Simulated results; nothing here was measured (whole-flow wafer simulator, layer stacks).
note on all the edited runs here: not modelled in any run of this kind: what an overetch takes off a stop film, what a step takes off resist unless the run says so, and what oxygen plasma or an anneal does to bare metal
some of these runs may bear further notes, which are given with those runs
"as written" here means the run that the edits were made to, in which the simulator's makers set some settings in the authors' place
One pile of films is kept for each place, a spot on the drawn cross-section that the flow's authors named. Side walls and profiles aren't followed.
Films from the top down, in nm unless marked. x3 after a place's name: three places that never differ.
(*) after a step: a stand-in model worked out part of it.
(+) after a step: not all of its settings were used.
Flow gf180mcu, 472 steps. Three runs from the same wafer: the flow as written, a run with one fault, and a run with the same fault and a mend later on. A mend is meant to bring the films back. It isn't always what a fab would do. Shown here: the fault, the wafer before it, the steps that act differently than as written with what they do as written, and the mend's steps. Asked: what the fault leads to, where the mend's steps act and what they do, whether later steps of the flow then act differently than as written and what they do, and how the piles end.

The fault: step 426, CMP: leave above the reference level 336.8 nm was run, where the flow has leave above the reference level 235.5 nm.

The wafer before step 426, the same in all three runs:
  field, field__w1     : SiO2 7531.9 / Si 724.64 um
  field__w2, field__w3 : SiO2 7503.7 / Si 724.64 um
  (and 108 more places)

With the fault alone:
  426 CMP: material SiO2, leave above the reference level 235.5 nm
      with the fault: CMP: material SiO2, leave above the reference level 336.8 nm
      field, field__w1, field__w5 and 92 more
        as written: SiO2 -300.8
        with the fault: SiO2 -199.5
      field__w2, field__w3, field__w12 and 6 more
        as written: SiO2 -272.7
        with the fault: SiO2 -171.4
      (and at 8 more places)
  Later steps of the flow that act differently than as written (2 more steps differ only slightly, by at most 2% or 0.5 nm, whichever is larger, and aren't shown):
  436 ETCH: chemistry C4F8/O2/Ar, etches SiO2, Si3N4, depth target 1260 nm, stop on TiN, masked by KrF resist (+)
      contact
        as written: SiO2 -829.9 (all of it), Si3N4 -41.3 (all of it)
        with the fault: SiO2 -931.2 (all of it), Si3N4 -41.3 (all of it)
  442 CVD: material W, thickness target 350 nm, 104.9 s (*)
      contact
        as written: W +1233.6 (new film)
        with the fault: W +1335.6 (new film)
  At the end the piles differ from the flow's by more than 2% or 0.5 nm, whichever is larger, at field__w4, field__w8, contact, m1, m1__w1, mim, mim_1p0, m1_nw.
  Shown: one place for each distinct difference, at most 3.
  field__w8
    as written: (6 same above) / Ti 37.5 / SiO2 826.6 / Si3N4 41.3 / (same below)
    with the fault: (6 same above) / Ti 37.5 / SiO2 927.9 / Si3N4 41.3 / (same below)
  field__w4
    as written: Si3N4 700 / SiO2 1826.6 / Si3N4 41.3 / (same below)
    with the fault: Si3N4 700 / SiO2 1927.9 / Si3N4 41.3 / (same below)
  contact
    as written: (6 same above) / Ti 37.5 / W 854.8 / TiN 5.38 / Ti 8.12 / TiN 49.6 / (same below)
    with the fault: (6 same above) / Ti 37.5 / W 956.9 / TiN 5.08 / Ti 7.66 / TiN 49.6 / (same below)

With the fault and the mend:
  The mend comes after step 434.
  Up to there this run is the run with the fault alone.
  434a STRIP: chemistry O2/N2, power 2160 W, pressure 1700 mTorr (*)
      field, field__w1, field__w2 and 108 more
        KrF resist -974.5 (all of it), anti-reflective coat -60 (all of it)
      contact
        anti-reflective coat -60 (all of it)
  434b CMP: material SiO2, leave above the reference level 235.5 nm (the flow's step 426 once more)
      field, field__w1, field__w2 and 109 more
        SiO2 -101.3
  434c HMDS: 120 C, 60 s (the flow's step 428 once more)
      changes no film at any place that is followed
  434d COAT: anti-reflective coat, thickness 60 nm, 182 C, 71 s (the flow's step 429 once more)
      field, field__w1, field__w2 and 109 more
        anti-reflective coat +60 (new film)
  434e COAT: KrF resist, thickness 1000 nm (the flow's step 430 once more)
      field, field__w1, field__w2 and 109 more
        KrF resist +1000 (new film)
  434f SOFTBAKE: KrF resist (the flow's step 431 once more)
      changes no film at any place that is followed
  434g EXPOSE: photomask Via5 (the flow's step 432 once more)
      changes no film at any place that is followed
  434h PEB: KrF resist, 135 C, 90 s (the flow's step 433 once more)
      field, field__w1, field__w2 and 109 more
        KrF resist -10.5
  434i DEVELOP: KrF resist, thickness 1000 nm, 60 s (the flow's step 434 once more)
      field, field__w1, field__w2 and 108 more
        KrF resist -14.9
      contact
        KrF resist -989.5 (all of it)
  No later step of the flow acts differently than as written at any place that is followed.
  At the end the piles are the same as the flow's at every place that both follow.
